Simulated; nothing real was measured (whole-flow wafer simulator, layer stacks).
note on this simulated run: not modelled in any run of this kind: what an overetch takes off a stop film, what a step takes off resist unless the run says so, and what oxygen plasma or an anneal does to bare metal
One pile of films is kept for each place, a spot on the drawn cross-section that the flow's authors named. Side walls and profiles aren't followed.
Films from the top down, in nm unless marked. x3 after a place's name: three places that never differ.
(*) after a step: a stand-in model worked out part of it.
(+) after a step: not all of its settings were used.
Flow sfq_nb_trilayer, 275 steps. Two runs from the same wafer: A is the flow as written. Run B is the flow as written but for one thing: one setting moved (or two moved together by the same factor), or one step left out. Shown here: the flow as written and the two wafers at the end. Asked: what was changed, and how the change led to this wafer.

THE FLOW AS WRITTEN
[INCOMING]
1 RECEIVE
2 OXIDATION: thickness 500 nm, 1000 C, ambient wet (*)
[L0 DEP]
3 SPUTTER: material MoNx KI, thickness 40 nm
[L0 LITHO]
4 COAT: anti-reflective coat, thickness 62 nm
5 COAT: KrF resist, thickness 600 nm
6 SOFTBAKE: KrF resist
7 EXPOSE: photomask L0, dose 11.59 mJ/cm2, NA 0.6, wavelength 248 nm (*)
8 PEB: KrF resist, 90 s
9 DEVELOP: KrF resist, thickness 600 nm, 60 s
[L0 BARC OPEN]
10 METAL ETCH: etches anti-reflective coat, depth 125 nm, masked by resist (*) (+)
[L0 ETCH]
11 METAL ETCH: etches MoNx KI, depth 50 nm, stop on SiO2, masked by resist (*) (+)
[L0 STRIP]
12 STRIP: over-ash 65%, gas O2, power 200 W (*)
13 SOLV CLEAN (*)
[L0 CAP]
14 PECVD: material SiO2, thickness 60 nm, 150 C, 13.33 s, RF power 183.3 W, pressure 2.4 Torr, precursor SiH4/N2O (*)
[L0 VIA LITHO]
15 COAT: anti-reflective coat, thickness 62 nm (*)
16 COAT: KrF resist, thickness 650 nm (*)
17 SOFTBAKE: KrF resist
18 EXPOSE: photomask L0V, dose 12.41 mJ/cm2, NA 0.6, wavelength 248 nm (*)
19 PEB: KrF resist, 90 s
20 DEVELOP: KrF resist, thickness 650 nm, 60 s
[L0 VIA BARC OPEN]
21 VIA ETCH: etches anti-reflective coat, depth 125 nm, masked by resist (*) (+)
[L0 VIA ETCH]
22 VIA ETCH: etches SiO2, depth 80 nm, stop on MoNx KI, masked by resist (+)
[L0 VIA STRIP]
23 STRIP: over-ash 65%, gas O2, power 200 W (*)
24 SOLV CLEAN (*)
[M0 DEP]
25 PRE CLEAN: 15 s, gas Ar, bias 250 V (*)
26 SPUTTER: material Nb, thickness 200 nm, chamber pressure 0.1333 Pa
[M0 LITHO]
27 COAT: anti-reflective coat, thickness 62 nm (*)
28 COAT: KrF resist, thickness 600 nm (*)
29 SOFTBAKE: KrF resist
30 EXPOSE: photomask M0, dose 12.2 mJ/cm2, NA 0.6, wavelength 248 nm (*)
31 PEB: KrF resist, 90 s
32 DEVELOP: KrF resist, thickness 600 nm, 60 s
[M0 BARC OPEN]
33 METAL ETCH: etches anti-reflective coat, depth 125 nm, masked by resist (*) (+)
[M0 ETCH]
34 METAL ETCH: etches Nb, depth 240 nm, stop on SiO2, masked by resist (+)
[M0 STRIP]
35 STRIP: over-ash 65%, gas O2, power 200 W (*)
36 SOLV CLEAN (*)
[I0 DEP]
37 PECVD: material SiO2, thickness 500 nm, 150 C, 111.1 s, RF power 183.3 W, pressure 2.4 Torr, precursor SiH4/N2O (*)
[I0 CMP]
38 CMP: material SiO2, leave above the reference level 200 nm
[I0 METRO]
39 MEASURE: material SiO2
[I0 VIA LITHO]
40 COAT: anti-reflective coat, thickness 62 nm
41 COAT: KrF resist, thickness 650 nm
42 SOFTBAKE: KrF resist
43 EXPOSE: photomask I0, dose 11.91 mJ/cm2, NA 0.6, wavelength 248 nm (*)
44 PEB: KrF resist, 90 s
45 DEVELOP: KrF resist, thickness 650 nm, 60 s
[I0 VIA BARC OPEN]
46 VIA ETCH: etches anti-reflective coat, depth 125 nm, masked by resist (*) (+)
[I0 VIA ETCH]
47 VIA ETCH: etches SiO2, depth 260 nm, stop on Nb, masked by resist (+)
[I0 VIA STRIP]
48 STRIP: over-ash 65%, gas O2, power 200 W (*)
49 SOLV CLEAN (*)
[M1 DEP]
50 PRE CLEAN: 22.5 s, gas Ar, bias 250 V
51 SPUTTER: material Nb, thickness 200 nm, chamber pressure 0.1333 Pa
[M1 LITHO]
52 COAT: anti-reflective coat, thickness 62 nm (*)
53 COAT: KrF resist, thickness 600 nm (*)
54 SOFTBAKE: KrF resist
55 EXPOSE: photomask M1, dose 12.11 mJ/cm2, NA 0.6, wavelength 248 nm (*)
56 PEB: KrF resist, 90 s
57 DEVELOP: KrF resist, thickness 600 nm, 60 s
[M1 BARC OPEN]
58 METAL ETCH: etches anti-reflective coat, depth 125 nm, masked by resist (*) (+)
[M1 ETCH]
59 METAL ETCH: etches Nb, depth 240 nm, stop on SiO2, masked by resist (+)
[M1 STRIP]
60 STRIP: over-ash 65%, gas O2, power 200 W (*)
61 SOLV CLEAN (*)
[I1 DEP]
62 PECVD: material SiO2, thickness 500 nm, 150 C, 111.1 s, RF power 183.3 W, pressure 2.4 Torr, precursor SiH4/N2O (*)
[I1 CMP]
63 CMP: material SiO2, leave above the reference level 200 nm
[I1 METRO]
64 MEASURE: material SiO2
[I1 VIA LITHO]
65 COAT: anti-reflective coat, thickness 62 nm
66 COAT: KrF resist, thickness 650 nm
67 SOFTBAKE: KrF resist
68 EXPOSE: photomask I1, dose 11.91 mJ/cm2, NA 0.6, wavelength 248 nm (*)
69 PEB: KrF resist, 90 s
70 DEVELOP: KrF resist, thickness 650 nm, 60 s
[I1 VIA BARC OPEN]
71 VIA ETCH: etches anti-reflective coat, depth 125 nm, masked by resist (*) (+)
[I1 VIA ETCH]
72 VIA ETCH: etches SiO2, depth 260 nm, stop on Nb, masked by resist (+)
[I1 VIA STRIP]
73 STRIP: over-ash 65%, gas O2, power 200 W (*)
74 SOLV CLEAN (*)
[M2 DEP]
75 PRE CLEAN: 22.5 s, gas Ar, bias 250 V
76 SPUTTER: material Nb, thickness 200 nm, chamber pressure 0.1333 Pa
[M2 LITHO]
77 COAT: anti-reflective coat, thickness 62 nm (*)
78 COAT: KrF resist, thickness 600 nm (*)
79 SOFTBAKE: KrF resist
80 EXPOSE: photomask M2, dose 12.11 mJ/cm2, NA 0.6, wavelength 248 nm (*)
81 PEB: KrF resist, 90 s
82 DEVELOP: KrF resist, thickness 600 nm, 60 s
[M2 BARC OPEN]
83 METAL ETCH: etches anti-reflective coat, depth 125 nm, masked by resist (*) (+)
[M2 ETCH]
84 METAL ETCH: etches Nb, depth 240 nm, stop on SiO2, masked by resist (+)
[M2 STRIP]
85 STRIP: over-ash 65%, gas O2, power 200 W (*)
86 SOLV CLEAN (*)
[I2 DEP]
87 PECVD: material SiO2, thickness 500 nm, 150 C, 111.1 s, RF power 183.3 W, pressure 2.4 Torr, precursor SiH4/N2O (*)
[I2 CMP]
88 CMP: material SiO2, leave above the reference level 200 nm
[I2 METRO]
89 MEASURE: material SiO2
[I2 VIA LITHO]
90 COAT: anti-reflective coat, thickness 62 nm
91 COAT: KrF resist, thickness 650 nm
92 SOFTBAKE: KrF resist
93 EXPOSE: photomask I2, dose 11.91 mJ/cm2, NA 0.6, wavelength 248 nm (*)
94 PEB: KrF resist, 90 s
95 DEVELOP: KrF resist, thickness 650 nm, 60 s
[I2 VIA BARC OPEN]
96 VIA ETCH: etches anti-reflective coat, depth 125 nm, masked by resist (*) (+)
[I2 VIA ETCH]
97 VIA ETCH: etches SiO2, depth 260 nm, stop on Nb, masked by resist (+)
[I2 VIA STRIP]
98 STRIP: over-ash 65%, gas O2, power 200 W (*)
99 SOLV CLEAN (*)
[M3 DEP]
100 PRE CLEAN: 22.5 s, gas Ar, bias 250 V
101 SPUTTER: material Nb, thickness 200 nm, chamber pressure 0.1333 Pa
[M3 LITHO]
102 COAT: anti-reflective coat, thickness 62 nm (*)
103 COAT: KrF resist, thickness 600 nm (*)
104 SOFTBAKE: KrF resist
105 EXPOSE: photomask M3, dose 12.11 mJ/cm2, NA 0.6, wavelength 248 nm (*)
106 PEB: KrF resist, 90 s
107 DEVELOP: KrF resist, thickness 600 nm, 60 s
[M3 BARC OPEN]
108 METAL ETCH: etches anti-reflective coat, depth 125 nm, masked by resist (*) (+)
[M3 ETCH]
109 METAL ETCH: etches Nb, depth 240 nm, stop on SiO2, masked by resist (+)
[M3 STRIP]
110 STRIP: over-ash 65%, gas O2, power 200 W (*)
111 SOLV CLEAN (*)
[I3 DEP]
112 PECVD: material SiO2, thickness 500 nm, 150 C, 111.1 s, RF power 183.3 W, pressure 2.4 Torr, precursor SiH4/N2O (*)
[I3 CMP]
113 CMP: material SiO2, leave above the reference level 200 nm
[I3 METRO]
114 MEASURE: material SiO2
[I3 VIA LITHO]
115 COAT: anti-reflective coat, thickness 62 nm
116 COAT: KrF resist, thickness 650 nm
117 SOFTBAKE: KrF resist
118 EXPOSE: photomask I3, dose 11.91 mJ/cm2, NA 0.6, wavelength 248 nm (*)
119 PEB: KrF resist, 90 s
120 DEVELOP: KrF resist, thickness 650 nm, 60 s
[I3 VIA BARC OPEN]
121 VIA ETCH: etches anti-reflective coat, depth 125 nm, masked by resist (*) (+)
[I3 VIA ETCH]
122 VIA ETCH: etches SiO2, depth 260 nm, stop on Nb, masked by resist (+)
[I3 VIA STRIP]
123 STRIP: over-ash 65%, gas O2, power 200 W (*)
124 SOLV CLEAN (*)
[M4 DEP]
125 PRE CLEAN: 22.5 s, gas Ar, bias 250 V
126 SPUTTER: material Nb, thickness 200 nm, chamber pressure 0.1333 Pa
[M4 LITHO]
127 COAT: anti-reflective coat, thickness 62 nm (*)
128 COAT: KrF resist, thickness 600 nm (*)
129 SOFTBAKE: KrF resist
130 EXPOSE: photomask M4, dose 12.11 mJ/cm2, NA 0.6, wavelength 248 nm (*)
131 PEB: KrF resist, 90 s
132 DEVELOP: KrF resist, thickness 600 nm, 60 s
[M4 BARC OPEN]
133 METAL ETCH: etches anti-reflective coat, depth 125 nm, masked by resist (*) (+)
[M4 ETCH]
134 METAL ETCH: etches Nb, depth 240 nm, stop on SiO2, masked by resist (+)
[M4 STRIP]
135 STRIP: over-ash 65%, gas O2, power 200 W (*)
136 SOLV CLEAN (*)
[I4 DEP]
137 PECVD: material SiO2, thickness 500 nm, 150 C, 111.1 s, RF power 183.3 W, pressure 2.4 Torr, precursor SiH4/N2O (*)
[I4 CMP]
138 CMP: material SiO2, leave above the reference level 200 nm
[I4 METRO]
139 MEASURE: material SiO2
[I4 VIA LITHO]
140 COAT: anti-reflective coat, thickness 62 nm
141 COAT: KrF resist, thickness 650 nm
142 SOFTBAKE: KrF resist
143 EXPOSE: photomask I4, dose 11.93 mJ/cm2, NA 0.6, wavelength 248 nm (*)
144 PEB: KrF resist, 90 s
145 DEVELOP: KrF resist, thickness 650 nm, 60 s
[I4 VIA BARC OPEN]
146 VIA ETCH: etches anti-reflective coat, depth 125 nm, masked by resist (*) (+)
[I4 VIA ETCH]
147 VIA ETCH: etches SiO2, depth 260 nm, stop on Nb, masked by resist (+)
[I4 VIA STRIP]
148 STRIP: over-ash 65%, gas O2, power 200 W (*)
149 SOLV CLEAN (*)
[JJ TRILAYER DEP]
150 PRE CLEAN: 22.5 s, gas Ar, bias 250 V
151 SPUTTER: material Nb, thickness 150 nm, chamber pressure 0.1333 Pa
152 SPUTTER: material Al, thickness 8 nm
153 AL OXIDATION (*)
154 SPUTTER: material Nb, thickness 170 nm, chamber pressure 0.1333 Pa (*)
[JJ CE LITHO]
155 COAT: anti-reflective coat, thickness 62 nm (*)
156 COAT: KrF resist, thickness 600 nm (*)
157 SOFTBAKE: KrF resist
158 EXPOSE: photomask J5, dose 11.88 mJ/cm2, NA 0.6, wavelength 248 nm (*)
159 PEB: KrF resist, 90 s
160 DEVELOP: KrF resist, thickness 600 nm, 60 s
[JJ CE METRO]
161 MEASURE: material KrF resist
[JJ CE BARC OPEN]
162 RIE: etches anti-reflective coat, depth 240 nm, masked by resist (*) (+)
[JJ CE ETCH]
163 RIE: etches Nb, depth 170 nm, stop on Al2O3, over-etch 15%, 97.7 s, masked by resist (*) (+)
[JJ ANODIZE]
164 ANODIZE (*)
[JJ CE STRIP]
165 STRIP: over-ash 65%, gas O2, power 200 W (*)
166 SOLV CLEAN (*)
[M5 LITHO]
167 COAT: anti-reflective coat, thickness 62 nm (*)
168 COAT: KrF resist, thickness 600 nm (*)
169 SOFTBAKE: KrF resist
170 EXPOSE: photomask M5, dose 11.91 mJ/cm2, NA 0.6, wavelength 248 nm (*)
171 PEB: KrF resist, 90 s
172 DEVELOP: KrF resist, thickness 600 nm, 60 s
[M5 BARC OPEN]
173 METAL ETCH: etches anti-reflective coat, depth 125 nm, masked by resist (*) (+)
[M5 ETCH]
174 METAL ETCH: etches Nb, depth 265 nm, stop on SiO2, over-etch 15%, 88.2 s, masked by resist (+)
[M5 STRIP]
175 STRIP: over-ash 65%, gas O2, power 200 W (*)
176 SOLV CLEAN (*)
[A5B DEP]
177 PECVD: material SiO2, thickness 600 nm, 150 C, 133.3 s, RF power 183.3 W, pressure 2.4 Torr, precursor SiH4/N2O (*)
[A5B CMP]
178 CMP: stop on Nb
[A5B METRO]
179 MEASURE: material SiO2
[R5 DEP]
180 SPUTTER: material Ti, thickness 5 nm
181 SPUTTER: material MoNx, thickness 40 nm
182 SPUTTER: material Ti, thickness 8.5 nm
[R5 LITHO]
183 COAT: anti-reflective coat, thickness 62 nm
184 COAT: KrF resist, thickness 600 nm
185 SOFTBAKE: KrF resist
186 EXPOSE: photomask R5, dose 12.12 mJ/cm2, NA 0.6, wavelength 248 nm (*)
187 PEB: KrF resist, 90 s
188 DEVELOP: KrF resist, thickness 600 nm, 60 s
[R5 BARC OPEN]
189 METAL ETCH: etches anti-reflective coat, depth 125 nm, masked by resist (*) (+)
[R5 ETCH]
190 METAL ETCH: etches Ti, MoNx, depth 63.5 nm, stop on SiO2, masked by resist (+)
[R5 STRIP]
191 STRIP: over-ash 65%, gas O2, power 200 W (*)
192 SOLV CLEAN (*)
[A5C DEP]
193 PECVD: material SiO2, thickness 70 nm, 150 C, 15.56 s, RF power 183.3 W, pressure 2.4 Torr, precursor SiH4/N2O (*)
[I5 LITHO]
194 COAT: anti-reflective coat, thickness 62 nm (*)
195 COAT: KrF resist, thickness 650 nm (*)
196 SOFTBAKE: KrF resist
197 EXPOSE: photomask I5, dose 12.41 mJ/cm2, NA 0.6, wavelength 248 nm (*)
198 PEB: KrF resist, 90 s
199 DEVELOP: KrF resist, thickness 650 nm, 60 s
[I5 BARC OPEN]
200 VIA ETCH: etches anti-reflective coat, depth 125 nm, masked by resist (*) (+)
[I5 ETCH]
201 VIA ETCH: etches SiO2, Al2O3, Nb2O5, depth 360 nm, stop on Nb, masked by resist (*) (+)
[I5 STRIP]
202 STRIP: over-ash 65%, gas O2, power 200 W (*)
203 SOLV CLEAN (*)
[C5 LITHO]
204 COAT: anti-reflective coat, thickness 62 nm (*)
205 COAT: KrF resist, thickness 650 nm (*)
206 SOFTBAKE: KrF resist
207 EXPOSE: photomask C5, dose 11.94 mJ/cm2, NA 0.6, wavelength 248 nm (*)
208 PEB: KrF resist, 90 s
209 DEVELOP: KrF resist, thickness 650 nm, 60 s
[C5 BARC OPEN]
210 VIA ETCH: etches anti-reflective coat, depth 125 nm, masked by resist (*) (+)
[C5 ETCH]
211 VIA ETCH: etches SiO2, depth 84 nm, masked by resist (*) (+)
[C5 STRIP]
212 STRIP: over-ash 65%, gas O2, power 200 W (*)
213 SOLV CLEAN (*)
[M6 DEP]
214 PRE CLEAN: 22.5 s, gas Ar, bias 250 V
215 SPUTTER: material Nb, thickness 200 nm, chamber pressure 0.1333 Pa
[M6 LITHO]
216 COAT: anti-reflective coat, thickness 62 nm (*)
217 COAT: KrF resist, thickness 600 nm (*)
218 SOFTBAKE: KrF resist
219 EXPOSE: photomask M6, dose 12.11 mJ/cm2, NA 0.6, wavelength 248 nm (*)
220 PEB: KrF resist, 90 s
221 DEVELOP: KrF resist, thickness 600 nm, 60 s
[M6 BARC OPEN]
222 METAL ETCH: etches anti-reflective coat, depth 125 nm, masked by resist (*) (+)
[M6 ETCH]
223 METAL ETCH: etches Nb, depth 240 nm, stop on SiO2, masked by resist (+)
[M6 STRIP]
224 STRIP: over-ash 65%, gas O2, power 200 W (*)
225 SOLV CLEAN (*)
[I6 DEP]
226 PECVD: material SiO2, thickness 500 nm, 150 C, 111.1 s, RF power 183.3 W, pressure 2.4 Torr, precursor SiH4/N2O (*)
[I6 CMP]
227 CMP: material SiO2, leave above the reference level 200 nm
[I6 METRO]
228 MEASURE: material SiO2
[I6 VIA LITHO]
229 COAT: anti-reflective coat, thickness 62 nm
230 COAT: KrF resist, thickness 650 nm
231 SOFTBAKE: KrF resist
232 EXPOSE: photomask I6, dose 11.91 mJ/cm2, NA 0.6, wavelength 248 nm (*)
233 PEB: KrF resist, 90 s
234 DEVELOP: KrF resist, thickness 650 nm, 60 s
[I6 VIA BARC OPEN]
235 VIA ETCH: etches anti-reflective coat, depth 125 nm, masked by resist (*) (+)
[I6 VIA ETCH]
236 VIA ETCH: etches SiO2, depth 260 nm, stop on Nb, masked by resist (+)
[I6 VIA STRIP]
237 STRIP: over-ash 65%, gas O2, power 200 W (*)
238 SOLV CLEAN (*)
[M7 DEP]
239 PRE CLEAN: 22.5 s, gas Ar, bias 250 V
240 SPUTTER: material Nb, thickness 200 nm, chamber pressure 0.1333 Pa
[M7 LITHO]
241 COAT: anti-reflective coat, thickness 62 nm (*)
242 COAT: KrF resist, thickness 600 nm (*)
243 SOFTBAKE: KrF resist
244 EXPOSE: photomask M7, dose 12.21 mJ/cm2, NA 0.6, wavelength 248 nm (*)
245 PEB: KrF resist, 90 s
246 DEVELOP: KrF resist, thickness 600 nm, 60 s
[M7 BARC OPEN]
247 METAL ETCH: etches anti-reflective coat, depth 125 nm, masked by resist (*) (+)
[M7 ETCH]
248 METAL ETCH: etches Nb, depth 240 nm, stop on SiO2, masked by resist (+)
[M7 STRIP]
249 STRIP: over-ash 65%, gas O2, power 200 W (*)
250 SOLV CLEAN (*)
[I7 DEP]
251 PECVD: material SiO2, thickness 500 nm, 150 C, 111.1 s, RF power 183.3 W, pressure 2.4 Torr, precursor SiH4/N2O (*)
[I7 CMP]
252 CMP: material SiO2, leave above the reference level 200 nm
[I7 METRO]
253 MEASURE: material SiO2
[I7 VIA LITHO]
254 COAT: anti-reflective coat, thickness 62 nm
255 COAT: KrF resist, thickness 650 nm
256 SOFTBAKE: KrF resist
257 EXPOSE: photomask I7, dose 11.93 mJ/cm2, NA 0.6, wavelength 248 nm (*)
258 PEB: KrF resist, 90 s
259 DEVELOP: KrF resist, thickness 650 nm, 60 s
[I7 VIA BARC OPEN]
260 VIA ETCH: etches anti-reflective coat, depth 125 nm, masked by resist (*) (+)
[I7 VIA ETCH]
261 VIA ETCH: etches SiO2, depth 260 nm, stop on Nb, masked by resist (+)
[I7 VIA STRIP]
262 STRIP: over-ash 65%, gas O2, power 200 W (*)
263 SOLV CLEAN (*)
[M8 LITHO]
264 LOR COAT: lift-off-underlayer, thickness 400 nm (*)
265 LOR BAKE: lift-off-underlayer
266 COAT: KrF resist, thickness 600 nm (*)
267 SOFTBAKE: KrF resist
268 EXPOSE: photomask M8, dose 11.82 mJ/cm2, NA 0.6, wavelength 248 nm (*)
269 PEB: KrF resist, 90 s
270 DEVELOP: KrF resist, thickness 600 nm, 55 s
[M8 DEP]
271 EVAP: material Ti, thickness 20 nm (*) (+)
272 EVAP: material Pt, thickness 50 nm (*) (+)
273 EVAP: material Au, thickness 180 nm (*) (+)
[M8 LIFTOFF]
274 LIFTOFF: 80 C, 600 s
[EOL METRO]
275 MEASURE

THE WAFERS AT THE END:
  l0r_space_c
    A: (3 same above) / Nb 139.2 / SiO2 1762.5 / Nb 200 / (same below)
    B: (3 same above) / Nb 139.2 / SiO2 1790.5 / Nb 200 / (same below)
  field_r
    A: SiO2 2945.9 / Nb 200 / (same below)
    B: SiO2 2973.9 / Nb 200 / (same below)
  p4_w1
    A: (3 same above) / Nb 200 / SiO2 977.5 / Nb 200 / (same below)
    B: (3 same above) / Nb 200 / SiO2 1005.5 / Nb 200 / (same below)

The cause: step 88, CMP: leave above the reference level 228 nm was run, where the flow has leave above the reference level 200 nm.

How the change led to this, step by step:
  88 CMP: material SiO2, leave above the reference level 200 nm
      field_l, be, be_sur and 81 more: A SiO2 -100 | B SiO2 -72
      v_sur, via_wl, via_w and 18 more: A SiO2 -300 | B SiO2 -272
      (and at 1 more place)
  97 VIA ETCH: etches SiO2, depth 260 nm, stop on Nb, masked by resist (+)
      via_w: A SiO2 -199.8 (all of it) | B SiO2 -227.8 (all of it)
  101 SPUTTER: material Nb, thickness 200 nm, chamber pressure 0.1333 Pa
      via_w: A Nb +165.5 | B Nb +159.5
  102 COAT: anti-reflective coat, thickness 62 nm (*)
      via_wl, via_wr: A anti-reflective coat +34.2 (new film) | B anti-reflective coat +33.4 (new film)
      via_w: A anti-reflective coat +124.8 (new film) | B anti-reflective coat +130.8 (new film)
  103 COAT: KrF resist, thickness 600 nm (*)
      via_w: A KrF resist +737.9 (new film) | B KrF resist +761.2 (new film)
  110 STRIP: over-ash 65%, gas O2, power 200 W (*)
      via_wl, via_wr: A KrF resist -384.2 (all of it), anti-reflective coat -34.2 (all of it) | B KrF resist -381.4 (all of it), anti-reflective coat -33.4 (all of it)
      via_w: A KrF resist -520 (all of it), anti-reflective coat -124.8 (all of it) | B KrF resist -543.2 (all of it), anti-reflective coat -130.8 (all of it)
  112 PECVD: material SiO2, thickness 500 nm, 150 C, 111.1 s, RF power 183.3 W, pressure 2.4 Torr, precursor SiH4/N2O (*)
      via_w: A SiO2 +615 (new film) | B SiO2 +649 (new film)
